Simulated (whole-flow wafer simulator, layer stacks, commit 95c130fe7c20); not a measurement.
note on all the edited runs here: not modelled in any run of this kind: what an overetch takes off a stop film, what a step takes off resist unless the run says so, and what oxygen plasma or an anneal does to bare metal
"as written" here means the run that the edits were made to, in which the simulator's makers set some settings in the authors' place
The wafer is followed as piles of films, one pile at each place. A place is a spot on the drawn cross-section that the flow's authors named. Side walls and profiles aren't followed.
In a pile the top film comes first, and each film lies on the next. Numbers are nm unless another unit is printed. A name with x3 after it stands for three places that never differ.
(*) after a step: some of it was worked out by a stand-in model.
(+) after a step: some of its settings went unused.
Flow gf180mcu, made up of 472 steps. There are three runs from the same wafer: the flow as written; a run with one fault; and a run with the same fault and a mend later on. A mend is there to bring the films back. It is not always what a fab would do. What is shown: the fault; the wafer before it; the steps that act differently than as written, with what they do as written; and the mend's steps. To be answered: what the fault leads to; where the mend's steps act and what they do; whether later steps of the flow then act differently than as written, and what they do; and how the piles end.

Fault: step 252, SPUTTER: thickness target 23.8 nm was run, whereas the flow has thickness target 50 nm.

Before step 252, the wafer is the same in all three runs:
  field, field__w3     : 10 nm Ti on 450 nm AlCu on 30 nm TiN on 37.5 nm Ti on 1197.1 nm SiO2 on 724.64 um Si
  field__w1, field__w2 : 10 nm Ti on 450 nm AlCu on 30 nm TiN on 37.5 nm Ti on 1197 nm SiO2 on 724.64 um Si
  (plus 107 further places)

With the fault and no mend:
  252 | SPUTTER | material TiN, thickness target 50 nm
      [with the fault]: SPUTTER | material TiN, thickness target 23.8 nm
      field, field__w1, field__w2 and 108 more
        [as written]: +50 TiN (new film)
        [with the fault]: +23.8 TiN (new film)
  Steps later in the flow that act otherwise than as written (2 more steps, not shown, differ only slightly: by at most 2% or 0.5 nm, whichever is larger):
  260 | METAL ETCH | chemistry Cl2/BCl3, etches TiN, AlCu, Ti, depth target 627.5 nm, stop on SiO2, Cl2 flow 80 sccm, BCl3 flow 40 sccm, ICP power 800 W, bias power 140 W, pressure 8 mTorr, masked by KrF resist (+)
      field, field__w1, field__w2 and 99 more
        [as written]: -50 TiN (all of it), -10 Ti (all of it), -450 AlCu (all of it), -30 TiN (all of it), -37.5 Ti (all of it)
        [with the fault]: -23.8 TiN (all of it), -10 Ti (all of it), -450 AlCu (all of it), -30 TiN (all of it), -37.5 Ti (all of it)
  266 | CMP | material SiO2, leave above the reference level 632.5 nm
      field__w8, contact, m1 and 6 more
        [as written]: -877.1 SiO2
        [with the fault]: -850.9 SiO2
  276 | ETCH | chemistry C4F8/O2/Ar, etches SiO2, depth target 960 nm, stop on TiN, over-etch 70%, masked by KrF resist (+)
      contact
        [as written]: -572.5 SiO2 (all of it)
        [with the fault]: -598.7 SiO2 (all of it)
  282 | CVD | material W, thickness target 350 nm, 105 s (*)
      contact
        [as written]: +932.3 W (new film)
        [with the fault]: +958.7 W (new film)
  The piles end different from the flow's at field__w8, contact, m1 and 6 more by more than 2% or 0.5 nm, whichever is larger.
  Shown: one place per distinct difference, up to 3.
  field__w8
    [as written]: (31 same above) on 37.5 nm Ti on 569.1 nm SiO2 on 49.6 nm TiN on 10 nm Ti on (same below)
    [with the fault]: (31 same above) on 37.5 nm Ti on 595.3 nm SiO2 on 23.4 nm TiN on 10 nm Ti on (same below)
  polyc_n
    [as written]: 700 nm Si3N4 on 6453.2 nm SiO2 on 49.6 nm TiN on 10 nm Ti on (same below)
    [with the fault]: 700 nm Si3N4 on 6479.4 nm SiO2 on 23.4 nm TiN on 10 nm Ti on (same below)
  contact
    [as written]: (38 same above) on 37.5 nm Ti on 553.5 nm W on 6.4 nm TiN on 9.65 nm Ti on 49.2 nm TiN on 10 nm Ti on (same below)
    [with the fault]: (38 same above) on 37.5 nm Ti on 579.9 nm W on 6.31 nm TiN on 9.51 nm Ti on 23 nm TiN on 10 nm Ti on (same below)

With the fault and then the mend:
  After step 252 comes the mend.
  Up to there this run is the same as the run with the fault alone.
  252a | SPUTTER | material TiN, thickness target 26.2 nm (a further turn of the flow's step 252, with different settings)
      field, field__w1, field__w2 and 108 more
        +26.2 TiN
  Every later step of the flow that is run acts as written at every place that is followed.
  By the end, the piles equal the flow's at every place that both follow.
